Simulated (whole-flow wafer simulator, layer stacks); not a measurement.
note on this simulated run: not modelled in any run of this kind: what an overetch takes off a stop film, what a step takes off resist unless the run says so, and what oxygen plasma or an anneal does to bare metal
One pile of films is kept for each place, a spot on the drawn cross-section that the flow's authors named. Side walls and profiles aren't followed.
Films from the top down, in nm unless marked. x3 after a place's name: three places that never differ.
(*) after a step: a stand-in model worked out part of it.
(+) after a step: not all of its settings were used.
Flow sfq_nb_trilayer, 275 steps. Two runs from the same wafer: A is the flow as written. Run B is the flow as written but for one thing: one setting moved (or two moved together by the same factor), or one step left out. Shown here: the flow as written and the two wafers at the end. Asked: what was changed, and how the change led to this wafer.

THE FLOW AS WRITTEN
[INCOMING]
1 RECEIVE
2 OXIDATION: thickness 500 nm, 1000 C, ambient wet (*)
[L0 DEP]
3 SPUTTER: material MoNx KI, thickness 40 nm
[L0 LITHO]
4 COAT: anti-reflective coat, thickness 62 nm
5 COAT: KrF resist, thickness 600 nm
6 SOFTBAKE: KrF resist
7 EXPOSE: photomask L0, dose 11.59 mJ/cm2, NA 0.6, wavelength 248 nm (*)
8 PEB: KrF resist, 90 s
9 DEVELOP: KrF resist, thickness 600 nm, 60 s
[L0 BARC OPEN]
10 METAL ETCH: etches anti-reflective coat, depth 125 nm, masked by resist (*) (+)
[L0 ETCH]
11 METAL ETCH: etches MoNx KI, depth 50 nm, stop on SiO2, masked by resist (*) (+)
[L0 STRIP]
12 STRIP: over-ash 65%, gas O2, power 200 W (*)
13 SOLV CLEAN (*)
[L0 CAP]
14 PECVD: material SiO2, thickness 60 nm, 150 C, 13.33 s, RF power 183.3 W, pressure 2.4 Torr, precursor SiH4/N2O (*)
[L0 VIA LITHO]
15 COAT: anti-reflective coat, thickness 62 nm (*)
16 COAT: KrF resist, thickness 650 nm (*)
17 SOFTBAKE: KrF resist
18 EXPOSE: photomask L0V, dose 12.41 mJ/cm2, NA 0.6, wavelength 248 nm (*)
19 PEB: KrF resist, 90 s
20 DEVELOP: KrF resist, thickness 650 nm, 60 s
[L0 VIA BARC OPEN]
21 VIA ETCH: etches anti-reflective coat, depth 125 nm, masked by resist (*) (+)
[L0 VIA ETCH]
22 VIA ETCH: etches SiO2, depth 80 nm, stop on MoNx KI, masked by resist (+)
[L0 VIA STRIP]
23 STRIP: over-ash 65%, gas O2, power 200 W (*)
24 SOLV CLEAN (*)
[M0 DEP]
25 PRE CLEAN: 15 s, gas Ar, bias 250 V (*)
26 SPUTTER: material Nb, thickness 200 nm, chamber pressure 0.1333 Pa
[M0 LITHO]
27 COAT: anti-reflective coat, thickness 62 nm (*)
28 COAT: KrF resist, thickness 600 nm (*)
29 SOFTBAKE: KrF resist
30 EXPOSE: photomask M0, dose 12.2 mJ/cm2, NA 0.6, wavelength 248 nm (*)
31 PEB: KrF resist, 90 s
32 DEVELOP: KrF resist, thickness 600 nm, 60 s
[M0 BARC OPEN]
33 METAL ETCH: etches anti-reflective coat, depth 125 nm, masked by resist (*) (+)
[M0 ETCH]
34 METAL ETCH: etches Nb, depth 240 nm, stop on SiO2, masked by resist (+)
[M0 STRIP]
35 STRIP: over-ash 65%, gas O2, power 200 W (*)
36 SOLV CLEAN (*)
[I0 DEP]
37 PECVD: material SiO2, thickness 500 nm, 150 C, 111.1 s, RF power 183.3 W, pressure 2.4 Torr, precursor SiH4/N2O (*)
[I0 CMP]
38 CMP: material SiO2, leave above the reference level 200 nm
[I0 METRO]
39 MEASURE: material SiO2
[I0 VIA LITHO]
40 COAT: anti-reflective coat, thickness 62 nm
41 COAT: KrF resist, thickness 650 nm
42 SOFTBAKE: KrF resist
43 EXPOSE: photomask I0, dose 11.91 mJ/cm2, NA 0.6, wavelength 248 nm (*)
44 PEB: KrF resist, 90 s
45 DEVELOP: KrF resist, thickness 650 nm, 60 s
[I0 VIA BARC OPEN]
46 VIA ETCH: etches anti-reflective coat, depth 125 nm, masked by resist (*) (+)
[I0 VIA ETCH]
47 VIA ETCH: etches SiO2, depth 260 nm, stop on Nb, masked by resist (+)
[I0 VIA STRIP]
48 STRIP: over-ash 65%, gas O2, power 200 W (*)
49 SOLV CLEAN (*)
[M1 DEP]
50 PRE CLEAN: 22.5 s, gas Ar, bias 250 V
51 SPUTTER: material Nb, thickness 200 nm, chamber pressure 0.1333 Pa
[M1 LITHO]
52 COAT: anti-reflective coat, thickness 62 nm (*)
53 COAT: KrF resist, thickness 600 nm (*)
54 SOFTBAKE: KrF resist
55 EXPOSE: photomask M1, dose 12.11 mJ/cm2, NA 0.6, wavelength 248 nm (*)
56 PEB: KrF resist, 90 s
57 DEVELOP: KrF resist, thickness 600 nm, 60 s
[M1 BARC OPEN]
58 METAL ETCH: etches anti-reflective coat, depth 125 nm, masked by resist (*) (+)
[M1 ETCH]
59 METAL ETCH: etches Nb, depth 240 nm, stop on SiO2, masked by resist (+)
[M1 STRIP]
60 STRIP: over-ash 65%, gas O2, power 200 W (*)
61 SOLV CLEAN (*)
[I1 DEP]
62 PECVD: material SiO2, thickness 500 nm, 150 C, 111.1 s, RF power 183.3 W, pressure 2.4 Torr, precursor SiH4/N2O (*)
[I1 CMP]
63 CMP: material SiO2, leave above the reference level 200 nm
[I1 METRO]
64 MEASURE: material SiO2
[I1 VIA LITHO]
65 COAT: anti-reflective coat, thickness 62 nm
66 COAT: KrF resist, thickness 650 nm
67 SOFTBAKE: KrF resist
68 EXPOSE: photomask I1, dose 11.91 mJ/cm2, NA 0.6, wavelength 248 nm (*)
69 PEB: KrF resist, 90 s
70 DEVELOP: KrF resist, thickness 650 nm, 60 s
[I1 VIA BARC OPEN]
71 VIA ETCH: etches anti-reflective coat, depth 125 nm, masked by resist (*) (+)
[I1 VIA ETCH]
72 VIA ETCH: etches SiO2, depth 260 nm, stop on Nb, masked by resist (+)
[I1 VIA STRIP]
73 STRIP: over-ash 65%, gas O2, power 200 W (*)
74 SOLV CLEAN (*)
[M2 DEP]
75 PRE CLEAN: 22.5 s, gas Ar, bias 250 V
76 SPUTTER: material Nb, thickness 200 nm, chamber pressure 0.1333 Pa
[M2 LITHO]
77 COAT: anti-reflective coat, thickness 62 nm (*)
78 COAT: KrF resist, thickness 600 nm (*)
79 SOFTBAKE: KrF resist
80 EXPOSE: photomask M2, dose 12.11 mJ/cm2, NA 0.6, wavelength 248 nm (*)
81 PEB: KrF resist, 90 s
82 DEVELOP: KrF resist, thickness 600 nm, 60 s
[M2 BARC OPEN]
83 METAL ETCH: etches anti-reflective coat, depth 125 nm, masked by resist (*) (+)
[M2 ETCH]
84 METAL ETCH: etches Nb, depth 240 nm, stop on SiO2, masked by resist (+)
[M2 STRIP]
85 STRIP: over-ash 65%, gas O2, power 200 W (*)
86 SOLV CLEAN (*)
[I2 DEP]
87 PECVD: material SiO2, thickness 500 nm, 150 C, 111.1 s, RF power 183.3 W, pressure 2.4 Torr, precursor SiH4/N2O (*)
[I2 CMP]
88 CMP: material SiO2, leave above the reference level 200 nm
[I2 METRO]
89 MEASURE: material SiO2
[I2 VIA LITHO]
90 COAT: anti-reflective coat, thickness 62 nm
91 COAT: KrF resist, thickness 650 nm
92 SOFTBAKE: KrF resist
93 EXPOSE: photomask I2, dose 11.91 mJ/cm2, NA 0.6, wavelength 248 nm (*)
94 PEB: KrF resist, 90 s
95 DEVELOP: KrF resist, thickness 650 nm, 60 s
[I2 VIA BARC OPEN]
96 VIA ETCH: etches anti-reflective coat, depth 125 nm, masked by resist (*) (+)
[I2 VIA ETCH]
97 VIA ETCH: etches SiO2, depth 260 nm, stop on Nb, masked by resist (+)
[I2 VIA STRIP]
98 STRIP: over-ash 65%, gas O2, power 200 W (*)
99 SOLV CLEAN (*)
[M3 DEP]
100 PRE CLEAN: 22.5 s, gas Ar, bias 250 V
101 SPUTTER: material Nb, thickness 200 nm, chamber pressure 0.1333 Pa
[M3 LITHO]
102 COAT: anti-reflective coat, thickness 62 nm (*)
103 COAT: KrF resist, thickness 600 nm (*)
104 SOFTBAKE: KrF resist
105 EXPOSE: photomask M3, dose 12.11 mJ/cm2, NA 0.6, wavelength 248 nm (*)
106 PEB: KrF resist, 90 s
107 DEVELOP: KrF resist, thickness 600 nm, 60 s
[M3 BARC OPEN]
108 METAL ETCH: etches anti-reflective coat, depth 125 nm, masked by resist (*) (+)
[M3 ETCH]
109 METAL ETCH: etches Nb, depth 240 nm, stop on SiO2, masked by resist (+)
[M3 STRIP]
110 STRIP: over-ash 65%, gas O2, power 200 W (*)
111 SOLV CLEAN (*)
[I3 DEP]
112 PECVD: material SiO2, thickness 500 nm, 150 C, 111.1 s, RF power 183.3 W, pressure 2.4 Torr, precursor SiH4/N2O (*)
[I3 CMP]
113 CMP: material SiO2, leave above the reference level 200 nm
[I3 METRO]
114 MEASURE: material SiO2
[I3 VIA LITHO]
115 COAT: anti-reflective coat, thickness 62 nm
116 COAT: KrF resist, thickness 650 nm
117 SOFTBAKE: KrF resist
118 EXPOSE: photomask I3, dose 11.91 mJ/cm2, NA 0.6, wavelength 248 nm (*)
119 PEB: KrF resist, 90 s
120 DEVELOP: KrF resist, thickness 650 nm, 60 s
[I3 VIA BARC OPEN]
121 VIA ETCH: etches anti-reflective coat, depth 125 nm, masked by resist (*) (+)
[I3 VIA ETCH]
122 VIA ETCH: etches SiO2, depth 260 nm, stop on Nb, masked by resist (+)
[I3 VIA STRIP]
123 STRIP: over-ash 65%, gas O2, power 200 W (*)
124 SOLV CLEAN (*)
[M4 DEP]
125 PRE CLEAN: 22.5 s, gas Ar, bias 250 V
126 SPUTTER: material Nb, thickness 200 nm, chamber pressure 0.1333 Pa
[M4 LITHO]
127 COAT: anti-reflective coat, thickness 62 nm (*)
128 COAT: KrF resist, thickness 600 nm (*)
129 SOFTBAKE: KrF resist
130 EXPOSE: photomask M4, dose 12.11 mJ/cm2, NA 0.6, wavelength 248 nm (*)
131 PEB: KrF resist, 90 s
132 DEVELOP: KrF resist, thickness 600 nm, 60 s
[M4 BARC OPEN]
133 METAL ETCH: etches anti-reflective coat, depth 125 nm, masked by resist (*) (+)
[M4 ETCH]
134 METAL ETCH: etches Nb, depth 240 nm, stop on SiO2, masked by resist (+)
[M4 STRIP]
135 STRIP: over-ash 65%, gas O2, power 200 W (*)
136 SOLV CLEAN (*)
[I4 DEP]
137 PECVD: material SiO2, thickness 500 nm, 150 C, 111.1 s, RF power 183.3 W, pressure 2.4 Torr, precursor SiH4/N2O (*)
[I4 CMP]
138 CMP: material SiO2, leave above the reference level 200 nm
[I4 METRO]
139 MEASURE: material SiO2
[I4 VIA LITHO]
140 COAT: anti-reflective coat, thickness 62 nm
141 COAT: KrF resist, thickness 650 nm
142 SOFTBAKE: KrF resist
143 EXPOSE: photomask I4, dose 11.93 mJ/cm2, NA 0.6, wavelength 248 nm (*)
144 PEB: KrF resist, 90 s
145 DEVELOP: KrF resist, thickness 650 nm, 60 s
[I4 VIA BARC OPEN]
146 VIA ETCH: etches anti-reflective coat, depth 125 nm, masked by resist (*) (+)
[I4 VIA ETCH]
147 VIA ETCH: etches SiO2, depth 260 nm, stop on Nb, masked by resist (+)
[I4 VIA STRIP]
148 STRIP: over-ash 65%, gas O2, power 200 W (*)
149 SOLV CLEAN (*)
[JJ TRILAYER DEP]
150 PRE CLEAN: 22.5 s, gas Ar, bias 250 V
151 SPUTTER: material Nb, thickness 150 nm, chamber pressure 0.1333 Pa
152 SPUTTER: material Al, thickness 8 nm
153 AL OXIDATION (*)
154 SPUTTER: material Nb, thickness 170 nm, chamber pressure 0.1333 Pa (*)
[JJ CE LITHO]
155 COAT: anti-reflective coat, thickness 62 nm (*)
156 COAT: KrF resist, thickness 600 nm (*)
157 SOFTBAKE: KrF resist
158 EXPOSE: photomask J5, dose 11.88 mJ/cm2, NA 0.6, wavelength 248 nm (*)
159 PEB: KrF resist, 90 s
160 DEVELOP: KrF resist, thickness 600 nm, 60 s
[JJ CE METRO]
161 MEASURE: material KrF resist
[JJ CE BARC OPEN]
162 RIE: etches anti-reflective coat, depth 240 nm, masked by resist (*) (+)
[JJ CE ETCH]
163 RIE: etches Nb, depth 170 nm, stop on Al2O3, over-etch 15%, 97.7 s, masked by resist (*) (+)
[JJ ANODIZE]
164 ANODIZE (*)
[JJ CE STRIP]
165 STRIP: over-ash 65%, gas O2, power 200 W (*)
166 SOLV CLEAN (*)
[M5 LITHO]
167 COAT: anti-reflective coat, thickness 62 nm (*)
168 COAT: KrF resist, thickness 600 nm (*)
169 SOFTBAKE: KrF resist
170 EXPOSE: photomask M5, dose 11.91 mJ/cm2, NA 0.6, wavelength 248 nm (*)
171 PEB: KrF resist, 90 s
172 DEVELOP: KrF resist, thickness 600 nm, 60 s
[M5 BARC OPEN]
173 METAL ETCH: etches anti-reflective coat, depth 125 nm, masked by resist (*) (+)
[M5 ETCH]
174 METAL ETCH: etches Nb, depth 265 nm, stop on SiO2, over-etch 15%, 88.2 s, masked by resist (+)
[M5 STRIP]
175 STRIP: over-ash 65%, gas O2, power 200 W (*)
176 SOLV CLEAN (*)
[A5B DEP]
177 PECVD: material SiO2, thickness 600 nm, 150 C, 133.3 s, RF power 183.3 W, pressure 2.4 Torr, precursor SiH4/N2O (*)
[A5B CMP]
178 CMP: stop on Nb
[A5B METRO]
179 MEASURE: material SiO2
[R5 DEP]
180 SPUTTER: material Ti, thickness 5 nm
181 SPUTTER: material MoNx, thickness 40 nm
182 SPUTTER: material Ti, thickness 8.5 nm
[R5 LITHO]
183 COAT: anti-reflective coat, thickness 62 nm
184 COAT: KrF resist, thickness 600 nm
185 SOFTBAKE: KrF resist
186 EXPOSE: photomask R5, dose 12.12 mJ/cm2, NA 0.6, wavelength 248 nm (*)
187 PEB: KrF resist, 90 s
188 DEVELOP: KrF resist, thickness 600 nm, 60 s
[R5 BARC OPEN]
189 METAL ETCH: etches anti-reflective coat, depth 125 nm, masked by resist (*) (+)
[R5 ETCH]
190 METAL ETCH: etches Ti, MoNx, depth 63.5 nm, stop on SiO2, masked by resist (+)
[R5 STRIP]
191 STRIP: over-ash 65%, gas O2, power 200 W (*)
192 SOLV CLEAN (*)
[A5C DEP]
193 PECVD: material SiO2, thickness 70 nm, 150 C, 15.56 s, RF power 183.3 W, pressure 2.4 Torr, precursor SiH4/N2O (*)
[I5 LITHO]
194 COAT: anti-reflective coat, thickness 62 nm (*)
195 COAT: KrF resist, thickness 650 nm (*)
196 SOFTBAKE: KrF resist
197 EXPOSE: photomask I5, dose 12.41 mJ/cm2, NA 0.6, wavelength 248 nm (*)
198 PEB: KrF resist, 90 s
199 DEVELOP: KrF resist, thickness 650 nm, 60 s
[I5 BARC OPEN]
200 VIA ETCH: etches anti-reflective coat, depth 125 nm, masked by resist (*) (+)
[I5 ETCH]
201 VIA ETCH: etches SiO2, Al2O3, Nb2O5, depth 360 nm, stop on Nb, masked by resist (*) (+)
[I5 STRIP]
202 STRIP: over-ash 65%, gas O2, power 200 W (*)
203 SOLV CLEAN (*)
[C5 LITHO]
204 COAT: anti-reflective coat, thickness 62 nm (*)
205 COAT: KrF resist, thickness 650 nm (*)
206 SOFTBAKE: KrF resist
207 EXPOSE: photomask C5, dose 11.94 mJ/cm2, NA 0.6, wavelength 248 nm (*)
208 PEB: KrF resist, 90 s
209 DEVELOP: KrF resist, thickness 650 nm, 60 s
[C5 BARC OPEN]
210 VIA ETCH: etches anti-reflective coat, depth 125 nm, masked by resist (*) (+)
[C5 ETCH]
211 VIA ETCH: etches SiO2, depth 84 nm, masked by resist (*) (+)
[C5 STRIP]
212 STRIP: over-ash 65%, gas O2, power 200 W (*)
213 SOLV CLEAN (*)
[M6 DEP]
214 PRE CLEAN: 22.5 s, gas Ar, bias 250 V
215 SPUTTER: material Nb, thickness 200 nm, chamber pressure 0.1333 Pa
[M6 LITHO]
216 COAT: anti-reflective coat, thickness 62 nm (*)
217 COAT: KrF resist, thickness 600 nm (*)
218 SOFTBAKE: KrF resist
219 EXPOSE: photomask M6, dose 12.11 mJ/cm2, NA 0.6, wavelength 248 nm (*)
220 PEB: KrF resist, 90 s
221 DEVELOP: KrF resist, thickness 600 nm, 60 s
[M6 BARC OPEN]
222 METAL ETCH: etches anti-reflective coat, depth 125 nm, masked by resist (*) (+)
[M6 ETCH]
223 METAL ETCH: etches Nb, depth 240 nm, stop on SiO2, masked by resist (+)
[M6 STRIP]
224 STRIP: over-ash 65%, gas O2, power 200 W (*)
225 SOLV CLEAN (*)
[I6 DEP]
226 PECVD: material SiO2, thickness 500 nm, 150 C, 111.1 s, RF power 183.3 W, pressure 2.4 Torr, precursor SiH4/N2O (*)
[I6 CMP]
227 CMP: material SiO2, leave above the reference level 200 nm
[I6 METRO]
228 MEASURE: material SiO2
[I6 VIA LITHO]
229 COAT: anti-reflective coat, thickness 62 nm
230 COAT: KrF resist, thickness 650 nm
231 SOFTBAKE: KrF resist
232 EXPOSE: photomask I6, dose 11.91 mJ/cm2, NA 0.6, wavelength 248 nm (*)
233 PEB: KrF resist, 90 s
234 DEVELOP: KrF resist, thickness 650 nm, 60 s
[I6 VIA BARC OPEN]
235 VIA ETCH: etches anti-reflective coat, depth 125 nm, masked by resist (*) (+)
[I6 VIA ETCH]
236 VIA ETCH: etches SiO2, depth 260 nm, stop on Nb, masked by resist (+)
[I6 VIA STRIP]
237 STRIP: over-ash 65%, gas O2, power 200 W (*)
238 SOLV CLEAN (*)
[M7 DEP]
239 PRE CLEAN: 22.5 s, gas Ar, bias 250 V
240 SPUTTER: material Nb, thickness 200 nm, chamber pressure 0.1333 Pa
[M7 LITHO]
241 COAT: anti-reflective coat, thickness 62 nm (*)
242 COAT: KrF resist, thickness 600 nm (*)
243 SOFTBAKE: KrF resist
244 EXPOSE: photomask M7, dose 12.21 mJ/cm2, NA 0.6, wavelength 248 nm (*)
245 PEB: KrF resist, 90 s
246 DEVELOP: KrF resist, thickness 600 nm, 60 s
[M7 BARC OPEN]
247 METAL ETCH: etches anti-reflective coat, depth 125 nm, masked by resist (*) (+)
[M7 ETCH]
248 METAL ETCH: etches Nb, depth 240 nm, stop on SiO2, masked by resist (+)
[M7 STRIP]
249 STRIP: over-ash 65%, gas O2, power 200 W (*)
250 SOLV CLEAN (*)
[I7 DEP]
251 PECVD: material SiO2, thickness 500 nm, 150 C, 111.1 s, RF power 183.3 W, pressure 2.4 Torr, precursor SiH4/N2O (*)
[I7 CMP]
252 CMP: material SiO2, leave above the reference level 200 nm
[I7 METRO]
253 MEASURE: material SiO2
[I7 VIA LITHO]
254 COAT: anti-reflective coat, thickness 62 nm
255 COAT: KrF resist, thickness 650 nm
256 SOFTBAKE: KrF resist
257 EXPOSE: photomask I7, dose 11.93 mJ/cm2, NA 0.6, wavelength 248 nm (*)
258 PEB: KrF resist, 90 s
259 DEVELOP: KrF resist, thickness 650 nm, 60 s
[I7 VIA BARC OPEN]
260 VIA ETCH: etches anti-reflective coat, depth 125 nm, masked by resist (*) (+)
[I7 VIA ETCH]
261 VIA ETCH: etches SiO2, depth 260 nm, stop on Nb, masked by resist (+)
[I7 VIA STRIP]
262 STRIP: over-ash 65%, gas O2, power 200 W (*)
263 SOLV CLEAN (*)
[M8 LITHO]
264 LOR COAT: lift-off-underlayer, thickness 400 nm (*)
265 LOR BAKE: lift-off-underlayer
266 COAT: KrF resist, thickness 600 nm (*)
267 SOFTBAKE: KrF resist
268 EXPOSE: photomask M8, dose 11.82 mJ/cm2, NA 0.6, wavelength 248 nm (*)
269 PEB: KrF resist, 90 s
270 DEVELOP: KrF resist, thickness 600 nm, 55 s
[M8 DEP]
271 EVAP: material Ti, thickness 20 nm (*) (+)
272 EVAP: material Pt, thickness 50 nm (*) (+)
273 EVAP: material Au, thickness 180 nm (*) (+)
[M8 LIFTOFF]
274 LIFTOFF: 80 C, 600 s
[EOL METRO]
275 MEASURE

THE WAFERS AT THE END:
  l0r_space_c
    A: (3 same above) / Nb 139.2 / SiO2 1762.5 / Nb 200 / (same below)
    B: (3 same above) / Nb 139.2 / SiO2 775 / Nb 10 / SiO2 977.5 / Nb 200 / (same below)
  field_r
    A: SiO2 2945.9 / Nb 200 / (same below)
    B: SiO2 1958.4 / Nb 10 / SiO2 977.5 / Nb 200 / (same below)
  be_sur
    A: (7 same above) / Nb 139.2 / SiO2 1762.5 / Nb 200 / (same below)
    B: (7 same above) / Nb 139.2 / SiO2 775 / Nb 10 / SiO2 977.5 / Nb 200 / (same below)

The cause: step 109, METAL ETCH: depth 190 nm was run, where the flow has depth 240 nm.

How the change led to this, step by step:
  109 METAL ETCH: etches Nb, depth 240 nm, stop on SiO2, masked by resist (+)
      field_l, be, be_sur and 72 more: A Nb -200 (all of it) | B Nb -190
      v_sur, via_wl, via_w and 28 more: A KrF resist -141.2 | B KrF resist -111.8
  110 STRIP: over-ash 65%, gas O2, power 200 W (*)
      p4_w1 x9, wl_j_sl, wl_jj and 13 more: A KrF resist -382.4 (all of it), anti-reflective coat -62 (all of it) | B KrF resist -411.8 (all of it), anti-reflective coat -62 (all of it)
      via_wl, via_wr: A KrF resist -384.2 (all of it), anti-reflective coat -34.2 (all of it) | B KrF resist -413.6 (all of it), anti-reflective coat -34.2 (all of it)
      (and at 5 more places)
  112 PECVD: material SiO2, thickness 500 nm, 150 C, 111.1 s, RF power 183.3 W, pressure 2.4 Torr, precursor SiH4/N2O (*)
      field_l, be, be_sur and 64 more: A SiO2 +500 | B SiO2 +500 (new film)
      p4_g1 x2, p3_s0 x6: A SiO2 +557.1 | B SiO2 +547.1 (new film)
  113 CMP: material SiO2, leave above the reference level 200 nm
      field_l, be, be_sur and 64 more: A SiO2 -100 | B SiO2 -110
Counting metal films that touch as one body, l0r_space_c has 3 bodies (between them, from the top down: SiO2 775; SiO2 977.5); the flow as written gives 2 bodies (between them, from the top down: SiO2 1762.5).
Counting metal films that touch as one body, field_r has 2 bodies (between them, from the top down: SiO2 977.5); the flow as written gives 1 body.
Counting metal films that touch as one body, be_sur has 5 bodies (between them, from the top down: SiO2 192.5; SiO2 209 / Al2O3 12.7 / Nb2O5 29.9; SiO2 775; SiO2 977.5); the flow as written gives 4 bodies (between them, from the top down: SiO2 192.5; SiO2 209 / Al2O3 12.7 / Nb2O5 29.9; SiO2 1762.5).
